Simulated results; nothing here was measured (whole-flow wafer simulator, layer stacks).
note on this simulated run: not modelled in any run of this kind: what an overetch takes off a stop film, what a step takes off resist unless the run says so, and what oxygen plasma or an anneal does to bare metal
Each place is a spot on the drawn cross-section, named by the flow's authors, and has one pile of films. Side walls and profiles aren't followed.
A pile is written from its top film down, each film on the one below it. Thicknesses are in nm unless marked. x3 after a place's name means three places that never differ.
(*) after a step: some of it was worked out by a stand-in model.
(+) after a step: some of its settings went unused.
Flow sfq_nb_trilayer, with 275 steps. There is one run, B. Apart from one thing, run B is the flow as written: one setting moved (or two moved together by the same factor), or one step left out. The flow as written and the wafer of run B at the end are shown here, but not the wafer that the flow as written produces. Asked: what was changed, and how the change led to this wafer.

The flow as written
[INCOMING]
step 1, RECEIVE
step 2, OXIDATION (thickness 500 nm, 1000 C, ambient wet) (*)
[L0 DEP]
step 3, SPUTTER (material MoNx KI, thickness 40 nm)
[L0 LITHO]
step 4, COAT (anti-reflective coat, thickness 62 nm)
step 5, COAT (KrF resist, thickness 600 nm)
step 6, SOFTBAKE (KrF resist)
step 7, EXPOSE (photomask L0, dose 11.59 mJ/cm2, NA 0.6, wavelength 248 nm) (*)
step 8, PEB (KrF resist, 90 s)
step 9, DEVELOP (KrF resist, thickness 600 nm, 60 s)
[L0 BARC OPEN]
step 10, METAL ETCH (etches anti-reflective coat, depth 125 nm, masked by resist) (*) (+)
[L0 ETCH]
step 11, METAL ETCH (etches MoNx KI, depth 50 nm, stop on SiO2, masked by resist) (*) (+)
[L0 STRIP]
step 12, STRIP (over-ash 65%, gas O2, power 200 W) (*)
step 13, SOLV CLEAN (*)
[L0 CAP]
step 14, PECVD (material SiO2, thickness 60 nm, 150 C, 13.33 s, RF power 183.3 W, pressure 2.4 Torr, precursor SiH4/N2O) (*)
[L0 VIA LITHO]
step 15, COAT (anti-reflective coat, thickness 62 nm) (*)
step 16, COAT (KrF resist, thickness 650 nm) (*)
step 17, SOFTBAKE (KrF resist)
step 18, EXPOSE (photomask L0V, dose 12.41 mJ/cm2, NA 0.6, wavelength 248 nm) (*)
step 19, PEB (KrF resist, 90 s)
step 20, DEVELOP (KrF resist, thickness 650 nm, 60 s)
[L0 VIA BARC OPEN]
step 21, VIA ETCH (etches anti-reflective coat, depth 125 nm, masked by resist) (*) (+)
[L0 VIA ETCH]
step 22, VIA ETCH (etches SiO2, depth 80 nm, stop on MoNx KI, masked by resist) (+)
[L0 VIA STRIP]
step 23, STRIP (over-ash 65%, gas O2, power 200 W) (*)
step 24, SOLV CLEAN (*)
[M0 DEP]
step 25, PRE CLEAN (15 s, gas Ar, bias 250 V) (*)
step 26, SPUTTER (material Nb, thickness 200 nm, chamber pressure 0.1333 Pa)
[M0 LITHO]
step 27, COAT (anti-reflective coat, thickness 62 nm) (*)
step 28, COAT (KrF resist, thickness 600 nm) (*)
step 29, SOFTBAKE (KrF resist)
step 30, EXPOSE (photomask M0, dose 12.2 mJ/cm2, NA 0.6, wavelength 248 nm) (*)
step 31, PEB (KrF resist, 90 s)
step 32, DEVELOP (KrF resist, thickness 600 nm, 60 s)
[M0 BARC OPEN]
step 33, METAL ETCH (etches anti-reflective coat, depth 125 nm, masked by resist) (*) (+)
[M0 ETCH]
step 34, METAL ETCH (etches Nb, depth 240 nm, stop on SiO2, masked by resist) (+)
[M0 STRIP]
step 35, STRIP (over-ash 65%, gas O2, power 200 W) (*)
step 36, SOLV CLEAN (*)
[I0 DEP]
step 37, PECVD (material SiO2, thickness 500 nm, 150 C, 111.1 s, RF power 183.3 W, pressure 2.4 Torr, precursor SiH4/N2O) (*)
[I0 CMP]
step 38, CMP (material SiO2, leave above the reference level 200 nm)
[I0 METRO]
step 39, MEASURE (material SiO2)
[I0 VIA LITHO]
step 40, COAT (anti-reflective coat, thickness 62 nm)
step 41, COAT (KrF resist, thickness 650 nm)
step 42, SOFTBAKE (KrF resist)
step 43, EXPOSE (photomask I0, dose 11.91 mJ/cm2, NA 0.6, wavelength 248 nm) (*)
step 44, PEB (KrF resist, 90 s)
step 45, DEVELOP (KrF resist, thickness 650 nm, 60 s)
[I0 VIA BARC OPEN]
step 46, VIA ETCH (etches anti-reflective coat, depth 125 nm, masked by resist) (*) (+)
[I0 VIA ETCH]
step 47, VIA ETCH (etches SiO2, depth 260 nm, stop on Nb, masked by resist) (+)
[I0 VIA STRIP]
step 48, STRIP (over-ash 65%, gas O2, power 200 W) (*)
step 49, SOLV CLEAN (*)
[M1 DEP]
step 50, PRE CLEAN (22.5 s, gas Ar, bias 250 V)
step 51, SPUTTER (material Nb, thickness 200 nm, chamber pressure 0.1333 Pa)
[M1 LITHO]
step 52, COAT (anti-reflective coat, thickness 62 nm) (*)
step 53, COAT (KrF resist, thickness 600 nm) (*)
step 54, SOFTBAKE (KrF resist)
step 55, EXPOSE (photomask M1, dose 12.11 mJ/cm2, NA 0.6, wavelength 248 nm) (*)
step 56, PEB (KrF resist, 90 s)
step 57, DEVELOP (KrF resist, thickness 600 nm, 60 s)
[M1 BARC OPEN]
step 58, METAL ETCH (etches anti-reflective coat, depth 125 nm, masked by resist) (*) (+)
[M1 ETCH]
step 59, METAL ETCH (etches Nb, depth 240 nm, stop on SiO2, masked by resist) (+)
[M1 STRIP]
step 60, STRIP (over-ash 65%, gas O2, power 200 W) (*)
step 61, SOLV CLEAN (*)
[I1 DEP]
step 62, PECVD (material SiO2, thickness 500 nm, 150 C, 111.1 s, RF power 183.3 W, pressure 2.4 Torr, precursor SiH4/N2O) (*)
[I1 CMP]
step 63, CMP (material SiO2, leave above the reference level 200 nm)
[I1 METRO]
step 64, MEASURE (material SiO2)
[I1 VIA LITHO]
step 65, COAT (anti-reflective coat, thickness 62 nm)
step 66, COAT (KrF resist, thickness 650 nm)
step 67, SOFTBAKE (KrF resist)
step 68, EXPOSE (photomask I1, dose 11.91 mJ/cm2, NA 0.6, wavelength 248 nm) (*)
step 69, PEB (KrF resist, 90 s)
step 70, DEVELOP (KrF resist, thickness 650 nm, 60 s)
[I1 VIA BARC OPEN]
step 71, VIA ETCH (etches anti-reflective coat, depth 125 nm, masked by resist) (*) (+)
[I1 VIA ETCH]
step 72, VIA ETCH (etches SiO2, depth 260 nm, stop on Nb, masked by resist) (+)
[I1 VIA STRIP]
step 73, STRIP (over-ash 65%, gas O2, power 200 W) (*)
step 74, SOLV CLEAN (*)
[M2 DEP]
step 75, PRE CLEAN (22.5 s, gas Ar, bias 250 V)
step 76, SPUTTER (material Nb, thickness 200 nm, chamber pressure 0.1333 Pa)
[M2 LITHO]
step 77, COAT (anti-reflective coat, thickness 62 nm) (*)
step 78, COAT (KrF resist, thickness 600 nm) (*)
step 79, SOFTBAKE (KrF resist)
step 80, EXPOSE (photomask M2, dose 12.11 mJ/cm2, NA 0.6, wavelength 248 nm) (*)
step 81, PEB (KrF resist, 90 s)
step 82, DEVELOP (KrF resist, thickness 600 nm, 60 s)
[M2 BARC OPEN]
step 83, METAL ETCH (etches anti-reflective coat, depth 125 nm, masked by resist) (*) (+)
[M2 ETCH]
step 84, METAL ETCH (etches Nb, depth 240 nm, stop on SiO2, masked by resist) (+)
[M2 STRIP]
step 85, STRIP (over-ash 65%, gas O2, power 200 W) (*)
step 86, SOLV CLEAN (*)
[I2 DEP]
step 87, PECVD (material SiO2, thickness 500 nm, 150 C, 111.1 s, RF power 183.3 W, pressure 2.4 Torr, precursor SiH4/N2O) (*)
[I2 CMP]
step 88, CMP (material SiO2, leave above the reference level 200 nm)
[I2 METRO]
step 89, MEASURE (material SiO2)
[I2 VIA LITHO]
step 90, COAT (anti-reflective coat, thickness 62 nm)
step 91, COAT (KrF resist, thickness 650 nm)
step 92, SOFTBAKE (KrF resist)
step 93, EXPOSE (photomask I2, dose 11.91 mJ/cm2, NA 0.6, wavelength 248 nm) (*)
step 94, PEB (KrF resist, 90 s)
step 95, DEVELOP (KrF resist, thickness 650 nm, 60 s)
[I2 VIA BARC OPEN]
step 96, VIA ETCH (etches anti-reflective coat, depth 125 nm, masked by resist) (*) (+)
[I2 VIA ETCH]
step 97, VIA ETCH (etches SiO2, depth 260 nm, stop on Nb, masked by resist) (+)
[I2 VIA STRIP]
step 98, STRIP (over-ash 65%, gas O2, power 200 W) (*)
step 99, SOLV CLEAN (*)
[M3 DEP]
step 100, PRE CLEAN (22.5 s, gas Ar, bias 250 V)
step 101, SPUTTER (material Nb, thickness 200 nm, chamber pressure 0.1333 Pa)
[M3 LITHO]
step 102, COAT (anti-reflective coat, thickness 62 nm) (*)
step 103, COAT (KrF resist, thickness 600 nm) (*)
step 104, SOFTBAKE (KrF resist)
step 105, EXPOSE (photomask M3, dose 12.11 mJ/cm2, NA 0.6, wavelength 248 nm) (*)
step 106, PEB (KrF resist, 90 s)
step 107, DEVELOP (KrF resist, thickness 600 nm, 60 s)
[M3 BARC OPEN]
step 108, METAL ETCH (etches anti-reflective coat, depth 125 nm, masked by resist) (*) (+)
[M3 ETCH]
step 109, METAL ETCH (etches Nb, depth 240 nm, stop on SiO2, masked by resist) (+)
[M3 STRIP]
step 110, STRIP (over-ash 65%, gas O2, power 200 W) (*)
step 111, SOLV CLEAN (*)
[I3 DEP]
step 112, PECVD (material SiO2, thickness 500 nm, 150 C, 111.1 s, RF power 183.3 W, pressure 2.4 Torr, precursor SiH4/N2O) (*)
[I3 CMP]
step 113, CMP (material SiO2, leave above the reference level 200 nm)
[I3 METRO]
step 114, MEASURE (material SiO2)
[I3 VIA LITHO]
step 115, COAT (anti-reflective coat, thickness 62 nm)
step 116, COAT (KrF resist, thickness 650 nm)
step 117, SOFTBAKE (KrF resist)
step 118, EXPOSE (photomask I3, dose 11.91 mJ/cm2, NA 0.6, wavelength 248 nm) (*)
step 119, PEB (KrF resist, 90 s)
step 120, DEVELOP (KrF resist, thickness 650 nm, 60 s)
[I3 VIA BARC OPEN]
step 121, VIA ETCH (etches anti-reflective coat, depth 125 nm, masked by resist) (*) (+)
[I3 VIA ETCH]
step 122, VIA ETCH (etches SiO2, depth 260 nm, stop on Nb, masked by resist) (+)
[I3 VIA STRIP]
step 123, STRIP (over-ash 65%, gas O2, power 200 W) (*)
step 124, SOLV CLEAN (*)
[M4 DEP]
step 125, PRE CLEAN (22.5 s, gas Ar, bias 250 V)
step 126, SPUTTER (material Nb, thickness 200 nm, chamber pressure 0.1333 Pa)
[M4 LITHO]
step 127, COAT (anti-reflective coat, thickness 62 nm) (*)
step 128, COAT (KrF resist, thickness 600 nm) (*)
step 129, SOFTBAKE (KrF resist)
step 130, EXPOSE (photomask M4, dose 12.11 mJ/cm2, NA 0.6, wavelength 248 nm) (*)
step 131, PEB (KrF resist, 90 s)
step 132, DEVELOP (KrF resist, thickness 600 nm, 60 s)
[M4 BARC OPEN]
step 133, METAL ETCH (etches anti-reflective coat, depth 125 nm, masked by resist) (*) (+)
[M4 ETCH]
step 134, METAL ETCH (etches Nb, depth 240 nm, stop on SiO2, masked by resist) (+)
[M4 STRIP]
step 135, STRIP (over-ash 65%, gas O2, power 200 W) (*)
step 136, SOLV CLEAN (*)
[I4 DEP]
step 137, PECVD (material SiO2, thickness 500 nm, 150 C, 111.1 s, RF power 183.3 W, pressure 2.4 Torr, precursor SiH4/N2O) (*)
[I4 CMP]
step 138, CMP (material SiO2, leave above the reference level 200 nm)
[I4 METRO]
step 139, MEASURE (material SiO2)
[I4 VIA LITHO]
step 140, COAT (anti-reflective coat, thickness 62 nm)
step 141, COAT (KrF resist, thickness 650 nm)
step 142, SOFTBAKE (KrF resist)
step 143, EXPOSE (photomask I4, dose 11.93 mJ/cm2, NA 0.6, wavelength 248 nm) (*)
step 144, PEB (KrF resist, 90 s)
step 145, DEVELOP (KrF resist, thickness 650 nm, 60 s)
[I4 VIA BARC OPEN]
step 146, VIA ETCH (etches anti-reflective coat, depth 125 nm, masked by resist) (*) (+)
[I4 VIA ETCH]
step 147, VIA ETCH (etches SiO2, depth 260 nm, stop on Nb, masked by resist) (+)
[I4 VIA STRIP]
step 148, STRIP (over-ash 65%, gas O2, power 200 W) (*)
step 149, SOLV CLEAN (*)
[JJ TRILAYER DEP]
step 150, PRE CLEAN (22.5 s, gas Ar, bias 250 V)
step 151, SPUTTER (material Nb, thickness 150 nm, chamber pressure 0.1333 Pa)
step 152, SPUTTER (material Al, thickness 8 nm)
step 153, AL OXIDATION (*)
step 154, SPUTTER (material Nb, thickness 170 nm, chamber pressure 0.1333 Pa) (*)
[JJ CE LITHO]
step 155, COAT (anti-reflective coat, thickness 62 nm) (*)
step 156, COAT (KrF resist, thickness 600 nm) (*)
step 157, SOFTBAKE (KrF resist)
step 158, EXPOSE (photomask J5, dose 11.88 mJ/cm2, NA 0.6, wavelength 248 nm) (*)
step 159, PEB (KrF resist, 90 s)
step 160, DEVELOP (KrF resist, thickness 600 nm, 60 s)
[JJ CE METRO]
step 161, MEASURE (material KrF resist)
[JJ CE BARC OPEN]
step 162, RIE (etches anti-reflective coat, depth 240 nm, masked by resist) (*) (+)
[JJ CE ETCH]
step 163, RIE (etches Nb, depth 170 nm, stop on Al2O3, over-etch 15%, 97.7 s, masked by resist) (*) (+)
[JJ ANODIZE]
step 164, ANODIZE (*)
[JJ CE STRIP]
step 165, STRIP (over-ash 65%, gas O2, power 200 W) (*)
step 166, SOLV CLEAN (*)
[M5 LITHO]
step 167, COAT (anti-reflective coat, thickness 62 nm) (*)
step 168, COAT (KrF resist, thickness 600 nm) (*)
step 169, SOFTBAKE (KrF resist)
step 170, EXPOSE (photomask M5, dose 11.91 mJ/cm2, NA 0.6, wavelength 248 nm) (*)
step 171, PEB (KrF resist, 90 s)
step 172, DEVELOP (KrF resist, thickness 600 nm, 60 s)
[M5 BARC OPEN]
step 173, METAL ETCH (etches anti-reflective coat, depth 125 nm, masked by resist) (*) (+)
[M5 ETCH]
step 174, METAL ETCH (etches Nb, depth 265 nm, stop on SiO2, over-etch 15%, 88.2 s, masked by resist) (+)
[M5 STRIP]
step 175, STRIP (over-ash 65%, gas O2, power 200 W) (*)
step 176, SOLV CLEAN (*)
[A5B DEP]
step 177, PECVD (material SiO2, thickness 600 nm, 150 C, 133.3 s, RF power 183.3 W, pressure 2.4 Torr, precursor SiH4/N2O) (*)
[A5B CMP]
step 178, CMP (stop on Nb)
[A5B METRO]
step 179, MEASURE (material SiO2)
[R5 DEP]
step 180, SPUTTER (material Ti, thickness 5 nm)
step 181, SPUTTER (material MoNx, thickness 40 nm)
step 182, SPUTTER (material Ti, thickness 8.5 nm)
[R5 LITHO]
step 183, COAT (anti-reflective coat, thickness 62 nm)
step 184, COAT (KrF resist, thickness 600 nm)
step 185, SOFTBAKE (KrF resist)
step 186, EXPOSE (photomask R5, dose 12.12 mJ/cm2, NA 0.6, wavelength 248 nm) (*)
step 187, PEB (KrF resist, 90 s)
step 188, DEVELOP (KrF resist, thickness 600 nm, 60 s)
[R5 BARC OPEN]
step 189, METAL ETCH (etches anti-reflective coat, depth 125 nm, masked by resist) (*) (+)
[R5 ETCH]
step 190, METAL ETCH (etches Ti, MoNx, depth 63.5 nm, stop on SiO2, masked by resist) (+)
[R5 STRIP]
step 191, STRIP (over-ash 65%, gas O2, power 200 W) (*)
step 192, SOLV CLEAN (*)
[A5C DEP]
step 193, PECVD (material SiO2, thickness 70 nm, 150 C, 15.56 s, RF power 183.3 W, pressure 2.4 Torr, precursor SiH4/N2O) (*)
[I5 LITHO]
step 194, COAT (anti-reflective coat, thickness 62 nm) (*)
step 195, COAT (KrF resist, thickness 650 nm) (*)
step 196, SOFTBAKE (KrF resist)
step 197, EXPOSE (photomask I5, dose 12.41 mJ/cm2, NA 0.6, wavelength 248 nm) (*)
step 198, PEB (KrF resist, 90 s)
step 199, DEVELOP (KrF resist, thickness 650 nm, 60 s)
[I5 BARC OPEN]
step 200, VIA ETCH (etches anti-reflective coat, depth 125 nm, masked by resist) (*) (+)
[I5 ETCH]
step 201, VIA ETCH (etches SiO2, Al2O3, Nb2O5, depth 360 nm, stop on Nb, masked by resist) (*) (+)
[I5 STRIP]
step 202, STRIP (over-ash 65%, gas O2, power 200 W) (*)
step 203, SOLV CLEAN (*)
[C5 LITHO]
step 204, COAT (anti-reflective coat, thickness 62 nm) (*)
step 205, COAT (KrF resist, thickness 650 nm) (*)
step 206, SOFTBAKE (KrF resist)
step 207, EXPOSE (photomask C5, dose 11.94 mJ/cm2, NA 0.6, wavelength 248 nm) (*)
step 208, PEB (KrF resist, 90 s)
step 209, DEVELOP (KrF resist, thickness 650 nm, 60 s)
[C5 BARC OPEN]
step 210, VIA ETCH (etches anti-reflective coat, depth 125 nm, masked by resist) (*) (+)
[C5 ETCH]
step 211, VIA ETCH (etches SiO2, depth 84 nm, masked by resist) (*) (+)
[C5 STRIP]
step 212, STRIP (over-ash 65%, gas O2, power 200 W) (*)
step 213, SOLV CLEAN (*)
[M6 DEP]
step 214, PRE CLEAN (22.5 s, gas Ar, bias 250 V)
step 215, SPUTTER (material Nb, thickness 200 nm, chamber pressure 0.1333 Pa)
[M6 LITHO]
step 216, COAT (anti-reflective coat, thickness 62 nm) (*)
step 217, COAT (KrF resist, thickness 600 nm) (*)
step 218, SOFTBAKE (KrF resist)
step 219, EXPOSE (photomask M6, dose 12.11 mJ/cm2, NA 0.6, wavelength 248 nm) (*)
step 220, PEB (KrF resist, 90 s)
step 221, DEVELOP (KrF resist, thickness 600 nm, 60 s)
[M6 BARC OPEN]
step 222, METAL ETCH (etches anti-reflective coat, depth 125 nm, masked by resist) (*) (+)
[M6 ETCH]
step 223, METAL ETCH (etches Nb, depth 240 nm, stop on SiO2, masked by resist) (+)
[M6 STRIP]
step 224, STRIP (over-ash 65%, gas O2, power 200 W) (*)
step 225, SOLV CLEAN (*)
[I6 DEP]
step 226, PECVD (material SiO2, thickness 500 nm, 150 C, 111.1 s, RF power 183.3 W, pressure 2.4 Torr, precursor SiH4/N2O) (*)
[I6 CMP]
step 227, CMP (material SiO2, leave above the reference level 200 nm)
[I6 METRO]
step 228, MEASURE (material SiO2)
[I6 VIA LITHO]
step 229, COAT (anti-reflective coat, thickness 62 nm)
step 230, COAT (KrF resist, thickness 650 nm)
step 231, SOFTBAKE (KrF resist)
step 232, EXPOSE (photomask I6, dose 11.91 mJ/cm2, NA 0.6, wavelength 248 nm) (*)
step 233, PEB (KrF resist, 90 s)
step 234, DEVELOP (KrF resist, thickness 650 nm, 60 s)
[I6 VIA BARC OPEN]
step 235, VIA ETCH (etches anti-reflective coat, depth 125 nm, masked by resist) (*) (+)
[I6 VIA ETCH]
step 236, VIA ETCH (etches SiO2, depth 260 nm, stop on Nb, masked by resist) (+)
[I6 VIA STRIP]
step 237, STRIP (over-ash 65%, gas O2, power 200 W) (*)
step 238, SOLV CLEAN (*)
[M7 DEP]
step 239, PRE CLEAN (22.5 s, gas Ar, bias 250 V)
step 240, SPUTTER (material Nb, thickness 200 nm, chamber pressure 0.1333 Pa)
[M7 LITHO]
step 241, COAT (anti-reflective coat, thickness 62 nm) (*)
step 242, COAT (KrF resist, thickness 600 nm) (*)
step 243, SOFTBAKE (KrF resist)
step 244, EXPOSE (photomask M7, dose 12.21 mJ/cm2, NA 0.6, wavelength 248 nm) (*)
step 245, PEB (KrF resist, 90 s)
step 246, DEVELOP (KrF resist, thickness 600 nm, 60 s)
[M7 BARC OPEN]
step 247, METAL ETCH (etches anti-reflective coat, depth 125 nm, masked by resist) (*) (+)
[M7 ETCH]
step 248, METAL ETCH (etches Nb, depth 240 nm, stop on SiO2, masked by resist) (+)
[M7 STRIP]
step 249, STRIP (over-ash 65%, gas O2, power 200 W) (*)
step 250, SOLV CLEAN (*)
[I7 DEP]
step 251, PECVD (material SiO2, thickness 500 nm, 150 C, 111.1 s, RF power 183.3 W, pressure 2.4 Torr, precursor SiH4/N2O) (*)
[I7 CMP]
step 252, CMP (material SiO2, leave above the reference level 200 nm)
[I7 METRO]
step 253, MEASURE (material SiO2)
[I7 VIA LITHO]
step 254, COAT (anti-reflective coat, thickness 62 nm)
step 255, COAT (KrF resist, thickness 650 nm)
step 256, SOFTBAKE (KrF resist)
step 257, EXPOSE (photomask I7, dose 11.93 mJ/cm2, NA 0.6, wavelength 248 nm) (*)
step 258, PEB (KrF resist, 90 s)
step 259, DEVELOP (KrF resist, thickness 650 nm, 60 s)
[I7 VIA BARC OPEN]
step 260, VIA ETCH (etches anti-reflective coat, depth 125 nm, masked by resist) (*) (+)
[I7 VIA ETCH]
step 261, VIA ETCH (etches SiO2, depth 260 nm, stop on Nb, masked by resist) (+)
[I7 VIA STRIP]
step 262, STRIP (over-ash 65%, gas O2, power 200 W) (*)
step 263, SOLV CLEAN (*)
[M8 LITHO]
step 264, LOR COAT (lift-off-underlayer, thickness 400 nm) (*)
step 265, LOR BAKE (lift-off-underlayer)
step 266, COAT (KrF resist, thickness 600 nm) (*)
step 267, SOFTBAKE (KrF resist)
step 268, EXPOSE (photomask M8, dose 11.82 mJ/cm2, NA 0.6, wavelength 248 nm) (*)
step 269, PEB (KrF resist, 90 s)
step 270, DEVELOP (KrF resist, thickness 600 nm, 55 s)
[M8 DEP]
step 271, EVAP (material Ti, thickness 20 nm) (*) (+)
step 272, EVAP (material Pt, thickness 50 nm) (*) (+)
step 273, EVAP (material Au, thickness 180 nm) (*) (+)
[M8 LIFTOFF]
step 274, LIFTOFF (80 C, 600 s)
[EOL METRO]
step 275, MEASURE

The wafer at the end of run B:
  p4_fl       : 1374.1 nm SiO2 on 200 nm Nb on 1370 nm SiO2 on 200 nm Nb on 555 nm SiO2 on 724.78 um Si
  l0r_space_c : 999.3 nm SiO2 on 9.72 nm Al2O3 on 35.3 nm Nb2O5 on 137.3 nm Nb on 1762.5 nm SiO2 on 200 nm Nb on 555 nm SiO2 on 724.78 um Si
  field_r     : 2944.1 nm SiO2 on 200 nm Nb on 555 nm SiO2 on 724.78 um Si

Cause: step 152, SPUTTER: thickness 6.2 nm was run, while the flow as written has thickness 8 nm.

Step by step, how the change led to this:
  step 152, SPUTTER (material Al, thickness 8 nm)
      field_l, v_sur, via_sp and 100 more: +6.2 Al (new film) (as written it would have been: +8 Al (new film))
      via_wl, via_wr: +3.98 Al (new film) (as written it would have been: +5.14 Al (new film))
      (also at 1 further place)
  step 164, ANODIZE (*)
      field_l, v_sur, via_sp and 96 more: +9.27 Al2O3, +35.3 Nb2O5 (new film), -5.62 Al (all of it), -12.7 Nb (as written it would have been: +12.2 Al2O3, +29.9 Nb2O5 (new film), -7.42 Al (all of it), -10.8 Nb)
      via_wl, via_wr: +5.61 Al2O3 (new film), +42.6 Nb2O5 (new film), -3.4 Al (all of it), -15.3 Nb (as written it would have been: +7.52 Al2O3 (new film), +39.2 Nb2O5 (new film), -4.56 Al (all of it), -14.1 Nb)
      (also at 1 further place)
  step 167, COAT (anti-reflective coat, thickness 62 nm) (*)
      ce_l: +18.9 anti-reflective coat (new film) (as written it would have been: +19.6 anti-reflective coat (new film))
      ce_r: +18.9 anti-reflective coat (new film) (as written it would have been: +19.7 anti-reflective coat (new film))
  step 174, METAL ETCH (etches Nb, depth 265 nm, stop on SiO2, over-etch 15%, 88.2 s, masked by resist) (+)
      field_l, r_sur, res and 49 more: -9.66 Al2O3 (all of it), -35.3 Nb2O5 (all of it), -137.3 Nb (all of it), -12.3 SiO2 (as written it would have been: -12.6 Al2O3 (all of it), -29.9 Nb2O5 (all of it), -139.2 Nb (all of it), -12.3 SiO2)
      wl_a_sl: -9.65 Al2O3 (all of it), -35.3 Nb2O5 (all of it), -137.3 Nb (all of it), -12.3 SiO2 (as written it would have been: -12.6 Al2O3 (all of it), -29.9 Nb2O5 (all of it), -139.2 Nb (all of it), -12.3 SiO2)
  step 175, STRIP (over-ash 65%, gas O2, power 200 W) (*)
      ce_l: -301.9 KrF resist (all of it), -18.9 anti-reflective coat (all of it) (as written it would have been: -299.6 KrF resist (all of it), -19.6 anti-reflective coat (all of it))
      ce_r: -302.2 KrF resist (all of it), -18.9 anti-reflective coat (all of it) (as written it would have been: -299.9 KrF resist (all of it), -19.7 anti-reflective coat (all of it))
  step 201, VIA ETCH (etches SiO2, Al2O3, Nb2O5, depth 360 nm, stop on Nb, masked by resist) (*) (+)
      be: -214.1 SiO2 (all of it), -9.72 Al2O3 (all of it), -35.3 Nb2O5 (all of it) (as written it would have been: -216.4 SiO2 (all of it), -12.7 Al2O3 (all of it), -29.9 Nb2O5 (all of it))
